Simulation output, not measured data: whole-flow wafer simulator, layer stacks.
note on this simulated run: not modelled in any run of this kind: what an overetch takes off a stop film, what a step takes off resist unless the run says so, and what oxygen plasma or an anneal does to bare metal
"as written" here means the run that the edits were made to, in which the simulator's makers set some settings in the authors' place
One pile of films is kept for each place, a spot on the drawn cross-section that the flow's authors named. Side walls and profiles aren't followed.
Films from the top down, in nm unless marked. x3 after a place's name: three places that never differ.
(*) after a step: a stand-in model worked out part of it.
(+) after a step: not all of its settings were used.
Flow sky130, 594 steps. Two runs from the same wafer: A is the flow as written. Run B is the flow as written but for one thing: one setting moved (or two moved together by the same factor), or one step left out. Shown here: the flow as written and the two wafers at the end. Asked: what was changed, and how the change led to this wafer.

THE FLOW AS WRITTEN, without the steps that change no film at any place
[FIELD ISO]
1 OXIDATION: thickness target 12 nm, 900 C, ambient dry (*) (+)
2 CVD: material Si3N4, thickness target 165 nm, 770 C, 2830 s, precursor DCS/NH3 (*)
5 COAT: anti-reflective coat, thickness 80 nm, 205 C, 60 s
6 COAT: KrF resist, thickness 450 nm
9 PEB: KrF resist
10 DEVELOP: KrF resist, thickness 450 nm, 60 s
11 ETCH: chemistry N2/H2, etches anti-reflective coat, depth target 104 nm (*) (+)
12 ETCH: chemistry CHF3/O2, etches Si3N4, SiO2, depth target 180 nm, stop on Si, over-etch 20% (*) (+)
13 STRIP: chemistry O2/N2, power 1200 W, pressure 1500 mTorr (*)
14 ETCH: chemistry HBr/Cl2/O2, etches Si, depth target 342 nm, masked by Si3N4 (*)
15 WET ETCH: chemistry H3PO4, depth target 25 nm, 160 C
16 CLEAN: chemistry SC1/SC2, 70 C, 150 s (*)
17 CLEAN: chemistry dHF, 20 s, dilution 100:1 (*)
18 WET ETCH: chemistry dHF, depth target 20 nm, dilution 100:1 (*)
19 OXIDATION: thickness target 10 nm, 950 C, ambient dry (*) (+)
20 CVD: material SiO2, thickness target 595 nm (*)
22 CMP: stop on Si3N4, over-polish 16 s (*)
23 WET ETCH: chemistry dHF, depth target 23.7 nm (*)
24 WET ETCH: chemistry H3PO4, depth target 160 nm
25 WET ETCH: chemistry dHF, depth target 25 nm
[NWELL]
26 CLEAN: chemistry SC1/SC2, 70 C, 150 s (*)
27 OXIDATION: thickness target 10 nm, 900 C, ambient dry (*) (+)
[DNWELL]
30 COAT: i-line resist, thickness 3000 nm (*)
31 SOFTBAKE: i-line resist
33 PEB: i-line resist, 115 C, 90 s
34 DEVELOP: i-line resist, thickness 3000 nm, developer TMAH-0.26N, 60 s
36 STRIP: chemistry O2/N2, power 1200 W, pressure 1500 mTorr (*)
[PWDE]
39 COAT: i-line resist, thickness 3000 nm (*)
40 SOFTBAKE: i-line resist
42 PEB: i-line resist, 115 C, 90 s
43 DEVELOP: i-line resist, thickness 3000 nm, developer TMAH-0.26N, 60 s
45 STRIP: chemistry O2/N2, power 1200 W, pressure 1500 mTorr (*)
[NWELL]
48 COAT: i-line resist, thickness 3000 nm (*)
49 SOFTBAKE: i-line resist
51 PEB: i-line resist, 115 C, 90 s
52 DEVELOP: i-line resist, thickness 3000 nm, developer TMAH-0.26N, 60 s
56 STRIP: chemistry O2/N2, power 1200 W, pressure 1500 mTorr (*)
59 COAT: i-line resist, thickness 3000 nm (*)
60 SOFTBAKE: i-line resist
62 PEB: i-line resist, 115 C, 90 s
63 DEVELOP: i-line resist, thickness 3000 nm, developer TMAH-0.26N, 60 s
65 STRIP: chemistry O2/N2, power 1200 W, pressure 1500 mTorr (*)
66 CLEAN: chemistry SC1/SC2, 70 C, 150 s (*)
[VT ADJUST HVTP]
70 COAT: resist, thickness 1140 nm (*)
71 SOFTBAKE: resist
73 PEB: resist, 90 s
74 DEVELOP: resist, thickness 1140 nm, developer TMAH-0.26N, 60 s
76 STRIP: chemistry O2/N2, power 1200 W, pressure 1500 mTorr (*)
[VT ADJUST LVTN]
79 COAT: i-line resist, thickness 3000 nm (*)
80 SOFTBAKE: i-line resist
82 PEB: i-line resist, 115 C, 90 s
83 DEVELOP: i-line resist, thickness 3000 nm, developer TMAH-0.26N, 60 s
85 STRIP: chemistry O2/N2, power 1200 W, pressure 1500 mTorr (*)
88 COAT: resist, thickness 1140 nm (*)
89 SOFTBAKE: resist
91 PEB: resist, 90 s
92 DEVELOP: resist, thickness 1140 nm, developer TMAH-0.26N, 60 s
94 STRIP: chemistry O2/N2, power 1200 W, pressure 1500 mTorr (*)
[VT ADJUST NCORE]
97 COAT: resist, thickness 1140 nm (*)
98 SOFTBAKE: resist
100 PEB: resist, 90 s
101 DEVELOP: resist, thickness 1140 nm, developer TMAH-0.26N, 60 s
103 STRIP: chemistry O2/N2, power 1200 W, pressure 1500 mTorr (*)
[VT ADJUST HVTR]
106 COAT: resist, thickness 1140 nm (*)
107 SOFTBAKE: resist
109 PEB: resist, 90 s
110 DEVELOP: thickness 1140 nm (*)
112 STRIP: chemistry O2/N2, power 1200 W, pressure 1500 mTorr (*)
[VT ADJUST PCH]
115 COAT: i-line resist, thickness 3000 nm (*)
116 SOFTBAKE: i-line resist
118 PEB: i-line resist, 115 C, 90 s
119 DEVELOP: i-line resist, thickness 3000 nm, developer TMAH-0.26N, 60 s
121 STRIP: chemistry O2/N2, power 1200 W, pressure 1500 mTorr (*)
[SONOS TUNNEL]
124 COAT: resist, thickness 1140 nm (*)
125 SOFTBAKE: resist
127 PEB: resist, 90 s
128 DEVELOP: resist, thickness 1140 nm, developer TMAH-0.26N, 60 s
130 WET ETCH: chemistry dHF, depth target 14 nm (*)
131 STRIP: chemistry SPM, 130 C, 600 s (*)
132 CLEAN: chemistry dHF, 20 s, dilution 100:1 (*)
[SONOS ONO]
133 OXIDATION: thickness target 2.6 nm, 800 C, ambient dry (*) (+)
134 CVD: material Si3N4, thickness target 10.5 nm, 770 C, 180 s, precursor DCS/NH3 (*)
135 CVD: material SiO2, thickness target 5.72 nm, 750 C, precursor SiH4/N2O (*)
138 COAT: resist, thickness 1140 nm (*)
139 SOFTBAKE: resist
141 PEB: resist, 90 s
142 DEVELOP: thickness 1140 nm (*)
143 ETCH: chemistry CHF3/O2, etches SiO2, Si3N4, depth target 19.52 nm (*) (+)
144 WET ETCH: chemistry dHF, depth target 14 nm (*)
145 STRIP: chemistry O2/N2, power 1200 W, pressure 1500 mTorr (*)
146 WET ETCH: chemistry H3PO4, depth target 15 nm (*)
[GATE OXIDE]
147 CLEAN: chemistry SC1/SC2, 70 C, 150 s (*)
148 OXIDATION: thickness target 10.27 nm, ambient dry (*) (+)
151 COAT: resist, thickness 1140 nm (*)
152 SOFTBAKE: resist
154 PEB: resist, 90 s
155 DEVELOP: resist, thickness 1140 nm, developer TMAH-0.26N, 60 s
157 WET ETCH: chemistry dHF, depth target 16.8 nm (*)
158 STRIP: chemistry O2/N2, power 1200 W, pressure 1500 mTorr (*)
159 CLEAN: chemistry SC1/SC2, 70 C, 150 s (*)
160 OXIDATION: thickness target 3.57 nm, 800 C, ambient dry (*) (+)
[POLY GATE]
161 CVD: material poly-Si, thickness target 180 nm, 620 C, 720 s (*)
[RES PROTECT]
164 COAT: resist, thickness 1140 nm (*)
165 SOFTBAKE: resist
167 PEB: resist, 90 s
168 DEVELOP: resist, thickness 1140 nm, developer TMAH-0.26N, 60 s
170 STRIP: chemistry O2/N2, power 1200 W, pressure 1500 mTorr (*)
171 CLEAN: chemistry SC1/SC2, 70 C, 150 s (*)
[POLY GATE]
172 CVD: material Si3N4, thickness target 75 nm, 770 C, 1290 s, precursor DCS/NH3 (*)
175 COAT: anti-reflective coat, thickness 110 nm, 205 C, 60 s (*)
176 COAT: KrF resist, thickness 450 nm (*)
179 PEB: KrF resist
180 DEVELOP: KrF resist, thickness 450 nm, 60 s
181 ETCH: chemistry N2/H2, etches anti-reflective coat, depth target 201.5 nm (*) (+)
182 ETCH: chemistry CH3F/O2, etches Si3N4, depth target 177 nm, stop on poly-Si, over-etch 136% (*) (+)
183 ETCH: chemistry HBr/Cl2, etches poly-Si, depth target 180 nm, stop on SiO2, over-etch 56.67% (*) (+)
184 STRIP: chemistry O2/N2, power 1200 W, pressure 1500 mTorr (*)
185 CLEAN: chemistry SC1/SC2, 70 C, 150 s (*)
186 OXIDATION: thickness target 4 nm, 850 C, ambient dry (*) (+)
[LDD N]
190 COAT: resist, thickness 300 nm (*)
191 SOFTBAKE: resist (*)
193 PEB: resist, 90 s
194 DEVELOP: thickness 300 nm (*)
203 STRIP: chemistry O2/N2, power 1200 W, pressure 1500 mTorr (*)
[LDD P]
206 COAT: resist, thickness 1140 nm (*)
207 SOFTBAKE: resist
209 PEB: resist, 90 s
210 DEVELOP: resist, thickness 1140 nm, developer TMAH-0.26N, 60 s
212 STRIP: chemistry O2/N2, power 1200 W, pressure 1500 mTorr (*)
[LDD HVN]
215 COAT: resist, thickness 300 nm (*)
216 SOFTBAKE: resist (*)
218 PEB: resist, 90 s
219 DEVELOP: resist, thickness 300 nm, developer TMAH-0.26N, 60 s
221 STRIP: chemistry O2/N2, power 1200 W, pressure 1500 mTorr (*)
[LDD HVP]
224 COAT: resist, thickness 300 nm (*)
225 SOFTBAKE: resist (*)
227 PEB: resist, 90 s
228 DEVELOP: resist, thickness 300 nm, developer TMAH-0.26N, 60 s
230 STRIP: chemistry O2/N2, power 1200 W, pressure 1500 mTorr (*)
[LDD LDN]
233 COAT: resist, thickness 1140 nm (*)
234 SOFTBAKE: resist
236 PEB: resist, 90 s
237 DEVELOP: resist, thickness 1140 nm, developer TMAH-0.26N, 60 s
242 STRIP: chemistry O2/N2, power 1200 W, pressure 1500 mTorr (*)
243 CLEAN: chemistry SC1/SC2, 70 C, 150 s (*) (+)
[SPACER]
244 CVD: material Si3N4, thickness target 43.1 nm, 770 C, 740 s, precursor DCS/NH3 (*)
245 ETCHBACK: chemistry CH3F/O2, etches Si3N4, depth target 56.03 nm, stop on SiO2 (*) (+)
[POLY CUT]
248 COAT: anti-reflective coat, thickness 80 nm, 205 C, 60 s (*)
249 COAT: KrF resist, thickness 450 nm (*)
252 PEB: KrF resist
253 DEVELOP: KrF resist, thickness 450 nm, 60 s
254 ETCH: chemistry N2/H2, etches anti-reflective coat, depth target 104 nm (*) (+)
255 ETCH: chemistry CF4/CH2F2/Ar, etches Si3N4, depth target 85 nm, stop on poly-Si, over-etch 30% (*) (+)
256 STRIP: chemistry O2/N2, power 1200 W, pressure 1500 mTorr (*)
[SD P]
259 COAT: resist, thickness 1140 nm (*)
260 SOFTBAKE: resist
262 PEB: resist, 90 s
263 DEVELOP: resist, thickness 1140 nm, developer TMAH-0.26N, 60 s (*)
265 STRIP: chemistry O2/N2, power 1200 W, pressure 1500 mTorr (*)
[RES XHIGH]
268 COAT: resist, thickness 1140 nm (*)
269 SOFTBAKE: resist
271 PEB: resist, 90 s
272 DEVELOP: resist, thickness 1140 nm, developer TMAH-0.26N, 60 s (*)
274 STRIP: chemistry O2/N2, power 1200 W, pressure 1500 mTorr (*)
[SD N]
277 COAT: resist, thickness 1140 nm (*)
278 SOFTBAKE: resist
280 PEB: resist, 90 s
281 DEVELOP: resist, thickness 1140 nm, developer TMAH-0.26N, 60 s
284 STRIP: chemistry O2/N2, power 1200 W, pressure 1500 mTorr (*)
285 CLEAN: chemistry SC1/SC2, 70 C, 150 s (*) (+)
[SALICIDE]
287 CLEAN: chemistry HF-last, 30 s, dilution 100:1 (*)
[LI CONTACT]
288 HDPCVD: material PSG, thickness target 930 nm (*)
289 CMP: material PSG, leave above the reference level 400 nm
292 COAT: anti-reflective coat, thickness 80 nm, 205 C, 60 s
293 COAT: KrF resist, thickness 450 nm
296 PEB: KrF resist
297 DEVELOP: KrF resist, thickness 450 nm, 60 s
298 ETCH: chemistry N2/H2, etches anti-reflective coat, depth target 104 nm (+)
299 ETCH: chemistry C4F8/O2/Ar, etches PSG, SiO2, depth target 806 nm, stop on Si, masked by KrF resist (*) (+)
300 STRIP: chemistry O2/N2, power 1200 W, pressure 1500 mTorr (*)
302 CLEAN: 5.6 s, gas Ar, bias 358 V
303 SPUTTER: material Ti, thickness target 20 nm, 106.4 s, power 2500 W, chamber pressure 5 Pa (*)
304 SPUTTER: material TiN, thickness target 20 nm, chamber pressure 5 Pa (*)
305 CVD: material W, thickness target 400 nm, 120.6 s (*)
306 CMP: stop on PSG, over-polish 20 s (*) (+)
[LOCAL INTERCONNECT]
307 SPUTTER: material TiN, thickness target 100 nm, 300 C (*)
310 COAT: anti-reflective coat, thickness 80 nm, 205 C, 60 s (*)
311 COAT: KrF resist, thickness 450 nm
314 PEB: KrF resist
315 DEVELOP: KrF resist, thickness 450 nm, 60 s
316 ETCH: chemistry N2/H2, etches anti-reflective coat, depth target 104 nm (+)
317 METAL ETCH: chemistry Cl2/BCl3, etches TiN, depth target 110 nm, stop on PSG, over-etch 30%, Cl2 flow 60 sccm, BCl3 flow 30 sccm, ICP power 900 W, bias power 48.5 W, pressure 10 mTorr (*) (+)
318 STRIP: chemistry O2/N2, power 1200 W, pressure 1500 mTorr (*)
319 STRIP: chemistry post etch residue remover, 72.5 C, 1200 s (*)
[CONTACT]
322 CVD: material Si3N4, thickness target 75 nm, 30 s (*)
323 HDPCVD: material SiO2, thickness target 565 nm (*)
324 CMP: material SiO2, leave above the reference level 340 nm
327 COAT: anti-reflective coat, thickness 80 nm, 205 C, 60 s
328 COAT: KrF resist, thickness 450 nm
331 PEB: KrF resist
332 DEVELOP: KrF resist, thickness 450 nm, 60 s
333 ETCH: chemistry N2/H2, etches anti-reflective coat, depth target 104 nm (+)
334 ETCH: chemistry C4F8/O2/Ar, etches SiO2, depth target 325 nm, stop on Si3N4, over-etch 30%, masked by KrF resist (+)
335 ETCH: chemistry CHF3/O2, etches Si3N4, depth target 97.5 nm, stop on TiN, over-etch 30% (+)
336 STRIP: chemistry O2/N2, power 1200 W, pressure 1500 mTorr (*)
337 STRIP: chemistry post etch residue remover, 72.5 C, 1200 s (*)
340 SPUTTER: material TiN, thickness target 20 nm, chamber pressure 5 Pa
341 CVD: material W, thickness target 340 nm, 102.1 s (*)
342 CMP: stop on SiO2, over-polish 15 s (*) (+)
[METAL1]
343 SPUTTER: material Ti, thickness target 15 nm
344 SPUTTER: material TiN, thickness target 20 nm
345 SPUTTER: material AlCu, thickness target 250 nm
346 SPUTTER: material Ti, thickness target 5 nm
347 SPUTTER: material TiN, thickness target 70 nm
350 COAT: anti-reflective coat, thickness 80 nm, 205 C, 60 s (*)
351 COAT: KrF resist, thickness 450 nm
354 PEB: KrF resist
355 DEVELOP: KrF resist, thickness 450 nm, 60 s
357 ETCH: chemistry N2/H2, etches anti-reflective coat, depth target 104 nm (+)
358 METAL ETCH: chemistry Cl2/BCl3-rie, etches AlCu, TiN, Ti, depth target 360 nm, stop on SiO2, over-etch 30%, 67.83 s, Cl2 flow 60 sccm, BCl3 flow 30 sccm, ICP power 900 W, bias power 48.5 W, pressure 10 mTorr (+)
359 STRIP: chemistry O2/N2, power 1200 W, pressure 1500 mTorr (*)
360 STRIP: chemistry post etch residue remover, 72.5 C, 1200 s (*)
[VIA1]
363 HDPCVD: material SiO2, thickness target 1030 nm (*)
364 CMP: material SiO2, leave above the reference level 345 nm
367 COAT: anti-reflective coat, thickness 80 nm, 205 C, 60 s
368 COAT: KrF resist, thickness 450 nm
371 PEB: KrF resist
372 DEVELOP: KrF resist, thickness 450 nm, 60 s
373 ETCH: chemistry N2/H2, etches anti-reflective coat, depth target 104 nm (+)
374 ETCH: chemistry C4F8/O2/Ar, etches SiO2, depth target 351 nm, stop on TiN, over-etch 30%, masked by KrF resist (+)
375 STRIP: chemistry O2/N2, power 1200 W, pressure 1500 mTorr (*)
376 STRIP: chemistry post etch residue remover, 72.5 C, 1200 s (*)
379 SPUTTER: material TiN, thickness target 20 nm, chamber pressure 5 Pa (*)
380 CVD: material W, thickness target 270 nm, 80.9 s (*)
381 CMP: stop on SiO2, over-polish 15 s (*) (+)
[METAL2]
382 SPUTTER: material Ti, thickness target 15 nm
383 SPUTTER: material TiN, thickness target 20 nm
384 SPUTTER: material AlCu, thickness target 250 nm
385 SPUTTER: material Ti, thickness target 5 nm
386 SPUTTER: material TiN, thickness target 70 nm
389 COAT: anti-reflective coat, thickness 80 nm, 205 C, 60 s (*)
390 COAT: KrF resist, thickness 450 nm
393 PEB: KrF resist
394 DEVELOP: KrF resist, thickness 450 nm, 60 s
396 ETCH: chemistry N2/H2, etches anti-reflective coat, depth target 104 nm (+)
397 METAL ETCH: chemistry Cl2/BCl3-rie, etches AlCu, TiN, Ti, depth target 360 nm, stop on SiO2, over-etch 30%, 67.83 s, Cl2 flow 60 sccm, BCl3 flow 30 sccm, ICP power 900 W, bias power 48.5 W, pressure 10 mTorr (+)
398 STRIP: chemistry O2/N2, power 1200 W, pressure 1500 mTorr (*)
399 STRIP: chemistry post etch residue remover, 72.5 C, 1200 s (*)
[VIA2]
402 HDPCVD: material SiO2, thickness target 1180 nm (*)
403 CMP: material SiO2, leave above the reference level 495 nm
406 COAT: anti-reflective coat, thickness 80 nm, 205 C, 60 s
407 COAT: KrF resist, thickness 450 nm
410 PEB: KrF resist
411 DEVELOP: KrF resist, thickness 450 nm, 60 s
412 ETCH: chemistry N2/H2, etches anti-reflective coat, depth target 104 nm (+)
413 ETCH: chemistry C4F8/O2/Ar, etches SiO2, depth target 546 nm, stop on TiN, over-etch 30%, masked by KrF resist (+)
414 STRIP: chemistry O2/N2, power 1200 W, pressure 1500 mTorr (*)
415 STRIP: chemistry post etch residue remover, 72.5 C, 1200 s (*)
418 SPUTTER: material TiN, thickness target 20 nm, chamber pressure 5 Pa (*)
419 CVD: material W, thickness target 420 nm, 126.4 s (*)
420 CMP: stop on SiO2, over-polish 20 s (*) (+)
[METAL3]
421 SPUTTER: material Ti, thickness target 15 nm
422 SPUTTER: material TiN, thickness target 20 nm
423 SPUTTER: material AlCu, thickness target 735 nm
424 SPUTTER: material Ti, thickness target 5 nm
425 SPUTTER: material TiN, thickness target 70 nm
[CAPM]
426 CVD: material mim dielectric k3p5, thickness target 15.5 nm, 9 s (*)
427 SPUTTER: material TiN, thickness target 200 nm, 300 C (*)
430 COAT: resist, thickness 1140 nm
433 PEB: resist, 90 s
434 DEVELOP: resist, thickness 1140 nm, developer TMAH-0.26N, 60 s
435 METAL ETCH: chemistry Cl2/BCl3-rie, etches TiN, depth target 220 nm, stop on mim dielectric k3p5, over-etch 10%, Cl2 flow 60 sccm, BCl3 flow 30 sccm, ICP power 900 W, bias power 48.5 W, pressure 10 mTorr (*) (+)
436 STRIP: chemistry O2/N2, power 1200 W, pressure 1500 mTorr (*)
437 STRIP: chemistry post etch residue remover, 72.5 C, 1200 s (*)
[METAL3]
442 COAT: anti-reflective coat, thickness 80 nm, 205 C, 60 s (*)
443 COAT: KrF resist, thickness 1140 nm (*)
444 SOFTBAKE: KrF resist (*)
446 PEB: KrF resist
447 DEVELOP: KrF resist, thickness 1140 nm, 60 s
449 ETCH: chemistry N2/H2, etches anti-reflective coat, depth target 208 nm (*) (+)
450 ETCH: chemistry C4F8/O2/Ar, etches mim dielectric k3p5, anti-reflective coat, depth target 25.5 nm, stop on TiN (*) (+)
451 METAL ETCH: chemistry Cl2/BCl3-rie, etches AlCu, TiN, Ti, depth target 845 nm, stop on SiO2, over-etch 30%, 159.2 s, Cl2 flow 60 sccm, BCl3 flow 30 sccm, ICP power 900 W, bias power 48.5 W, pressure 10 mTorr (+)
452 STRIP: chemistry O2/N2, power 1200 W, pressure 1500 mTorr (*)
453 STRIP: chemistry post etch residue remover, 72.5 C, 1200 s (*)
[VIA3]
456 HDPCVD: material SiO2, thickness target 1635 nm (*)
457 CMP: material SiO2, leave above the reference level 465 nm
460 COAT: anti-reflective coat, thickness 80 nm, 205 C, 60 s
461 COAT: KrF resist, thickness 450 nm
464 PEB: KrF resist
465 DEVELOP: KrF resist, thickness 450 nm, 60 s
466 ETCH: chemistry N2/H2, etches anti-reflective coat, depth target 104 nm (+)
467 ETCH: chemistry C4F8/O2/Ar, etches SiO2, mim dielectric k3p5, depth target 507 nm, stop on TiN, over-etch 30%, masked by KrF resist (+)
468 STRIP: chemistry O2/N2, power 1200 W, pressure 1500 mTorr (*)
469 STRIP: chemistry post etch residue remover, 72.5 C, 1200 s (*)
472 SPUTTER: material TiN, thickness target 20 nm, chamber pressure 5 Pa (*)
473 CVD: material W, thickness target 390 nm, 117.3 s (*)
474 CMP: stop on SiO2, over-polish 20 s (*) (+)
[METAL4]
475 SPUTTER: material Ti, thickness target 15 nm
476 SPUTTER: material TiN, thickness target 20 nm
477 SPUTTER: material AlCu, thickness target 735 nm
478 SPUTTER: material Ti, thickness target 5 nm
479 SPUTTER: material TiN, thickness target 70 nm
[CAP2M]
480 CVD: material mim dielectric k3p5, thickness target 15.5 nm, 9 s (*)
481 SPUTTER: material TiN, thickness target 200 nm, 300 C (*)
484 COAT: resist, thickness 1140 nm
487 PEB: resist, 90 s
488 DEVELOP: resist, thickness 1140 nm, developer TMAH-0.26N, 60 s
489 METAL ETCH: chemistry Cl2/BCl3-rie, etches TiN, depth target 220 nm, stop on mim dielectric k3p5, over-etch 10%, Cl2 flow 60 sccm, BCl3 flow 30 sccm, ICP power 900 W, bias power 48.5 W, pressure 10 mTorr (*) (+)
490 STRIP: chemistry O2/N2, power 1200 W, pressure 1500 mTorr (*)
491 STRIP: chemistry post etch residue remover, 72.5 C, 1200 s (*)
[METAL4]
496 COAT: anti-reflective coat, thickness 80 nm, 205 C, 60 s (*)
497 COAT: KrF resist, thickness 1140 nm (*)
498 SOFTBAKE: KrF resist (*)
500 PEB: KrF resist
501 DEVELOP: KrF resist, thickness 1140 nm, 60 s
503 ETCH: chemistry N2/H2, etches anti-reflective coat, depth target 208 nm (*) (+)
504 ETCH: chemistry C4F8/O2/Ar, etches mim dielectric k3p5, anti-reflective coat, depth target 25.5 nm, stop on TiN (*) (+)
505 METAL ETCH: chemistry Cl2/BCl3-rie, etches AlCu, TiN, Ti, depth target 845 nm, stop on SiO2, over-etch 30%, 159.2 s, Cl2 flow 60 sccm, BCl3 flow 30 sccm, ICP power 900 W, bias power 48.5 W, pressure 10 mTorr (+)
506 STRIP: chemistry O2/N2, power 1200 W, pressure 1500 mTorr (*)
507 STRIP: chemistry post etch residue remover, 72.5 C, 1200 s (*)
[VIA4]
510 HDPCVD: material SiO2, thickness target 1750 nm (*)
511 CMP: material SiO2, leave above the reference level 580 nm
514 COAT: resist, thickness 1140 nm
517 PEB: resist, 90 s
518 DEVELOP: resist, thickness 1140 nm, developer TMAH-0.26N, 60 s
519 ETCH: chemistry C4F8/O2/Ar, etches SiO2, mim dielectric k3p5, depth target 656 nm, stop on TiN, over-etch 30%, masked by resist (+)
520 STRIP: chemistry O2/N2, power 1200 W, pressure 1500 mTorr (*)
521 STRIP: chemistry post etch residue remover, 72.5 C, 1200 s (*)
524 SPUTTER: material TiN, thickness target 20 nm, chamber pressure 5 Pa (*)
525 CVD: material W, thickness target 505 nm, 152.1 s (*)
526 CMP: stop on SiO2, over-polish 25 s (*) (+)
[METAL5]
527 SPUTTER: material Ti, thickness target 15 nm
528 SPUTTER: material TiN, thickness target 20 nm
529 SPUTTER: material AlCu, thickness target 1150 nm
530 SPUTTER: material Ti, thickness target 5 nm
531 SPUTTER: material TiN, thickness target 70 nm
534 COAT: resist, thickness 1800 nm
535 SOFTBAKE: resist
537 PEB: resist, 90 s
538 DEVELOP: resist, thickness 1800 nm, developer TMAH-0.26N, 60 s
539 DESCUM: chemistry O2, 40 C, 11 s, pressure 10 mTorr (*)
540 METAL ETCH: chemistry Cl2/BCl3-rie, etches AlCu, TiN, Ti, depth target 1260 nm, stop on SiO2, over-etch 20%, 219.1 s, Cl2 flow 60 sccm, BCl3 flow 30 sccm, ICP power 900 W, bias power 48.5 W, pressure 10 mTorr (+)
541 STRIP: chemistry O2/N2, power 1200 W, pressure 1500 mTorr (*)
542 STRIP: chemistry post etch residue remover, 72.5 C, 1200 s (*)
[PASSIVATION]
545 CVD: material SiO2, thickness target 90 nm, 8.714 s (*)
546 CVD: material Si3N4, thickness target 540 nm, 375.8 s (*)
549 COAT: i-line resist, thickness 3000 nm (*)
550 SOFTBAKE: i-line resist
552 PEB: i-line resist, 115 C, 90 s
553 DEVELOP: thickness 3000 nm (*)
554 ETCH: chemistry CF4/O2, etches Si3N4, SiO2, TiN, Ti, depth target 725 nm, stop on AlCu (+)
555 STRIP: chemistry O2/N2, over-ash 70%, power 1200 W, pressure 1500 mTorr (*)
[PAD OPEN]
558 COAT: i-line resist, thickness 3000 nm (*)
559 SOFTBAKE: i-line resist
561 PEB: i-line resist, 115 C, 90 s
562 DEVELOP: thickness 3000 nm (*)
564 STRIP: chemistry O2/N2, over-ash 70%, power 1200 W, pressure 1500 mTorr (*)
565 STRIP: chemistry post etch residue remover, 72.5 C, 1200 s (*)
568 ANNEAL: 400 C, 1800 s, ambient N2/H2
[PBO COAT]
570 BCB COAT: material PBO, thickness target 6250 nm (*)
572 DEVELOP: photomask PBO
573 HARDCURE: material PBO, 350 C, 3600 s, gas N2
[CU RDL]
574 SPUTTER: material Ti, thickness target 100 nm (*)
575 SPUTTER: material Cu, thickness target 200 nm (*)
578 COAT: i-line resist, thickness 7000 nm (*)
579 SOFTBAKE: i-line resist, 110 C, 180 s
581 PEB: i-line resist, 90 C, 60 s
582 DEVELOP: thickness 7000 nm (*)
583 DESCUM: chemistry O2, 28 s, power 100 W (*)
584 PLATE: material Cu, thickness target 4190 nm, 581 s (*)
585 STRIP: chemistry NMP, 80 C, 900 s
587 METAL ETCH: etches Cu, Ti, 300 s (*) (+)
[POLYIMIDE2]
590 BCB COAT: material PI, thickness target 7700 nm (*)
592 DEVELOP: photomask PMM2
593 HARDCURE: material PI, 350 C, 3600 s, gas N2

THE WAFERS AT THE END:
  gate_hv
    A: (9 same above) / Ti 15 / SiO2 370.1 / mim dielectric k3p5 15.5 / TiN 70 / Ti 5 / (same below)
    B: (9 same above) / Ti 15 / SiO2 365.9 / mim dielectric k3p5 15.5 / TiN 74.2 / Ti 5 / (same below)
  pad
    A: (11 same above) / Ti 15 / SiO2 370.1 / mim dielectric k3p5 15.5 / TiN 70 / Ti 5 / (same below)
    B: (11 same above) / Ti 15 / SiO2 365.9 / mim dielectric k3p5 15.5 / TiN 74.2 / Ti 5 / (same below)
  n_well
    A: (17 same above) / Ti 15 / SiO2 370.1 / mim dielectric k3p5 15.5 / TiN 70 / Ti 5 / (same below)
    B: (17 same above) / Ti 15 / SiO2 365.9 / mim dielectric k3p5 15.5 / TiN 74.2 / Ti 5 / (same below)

The cause: step 425, SPUTTER: thickness target 74.2 nm was run, where the flow has thickness target 70 nm.
It can be read off the wafer: gate_hv has TiN 74.2, and step 425 as written asks for 70 nm.

How the change led to this, step by step:
  425 SPUTTER: material TiN, thickness target 70 nm
      field, active, n_well and 188 more: A TiN +70 (new film) | B TiN +74.2 (new film)
  451 METAL ETCH: chemistry Cl2/BCl3-rie, etches AlCu, TiN, Ti, depth target 845 nm, stop on SiO2, over-etch 30%, 159.2 s, Cl2 flow 60 sccm, BCl3 flow 30 sccm, ICP power 900 W, bias power 48.5 W, pressure 10 mTorr (+)
      field, active, gate and 69 more: A TiN -70 (all of it), Ti -5 (all of it), AlCu -735 (all of it), TiN -20 (all of it), Ti -15 (all of it), SiO2 -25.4 | B TiN -74.2 (all of it), Ti -5 (all of it), AlCu -735 (all of it), TiN -20 (all of it), Ti -15 (all of it), SiO2 -24.9
      vpp_ln, vpp_iso2, ndiff_ln and 10 more: A TiN -70 (all of it), Ti -5 (all of it), AlCu -735 (all of it), TiN -20 (all of it), Ti -15 (all of it), SiO2 -25.3 | B TiN -74.2 (all of it), Ti -5 (all of it), AlCu -735 (all of it), TiN -20 (all of it), Ti -15 (all of it), SiO2 -24.9
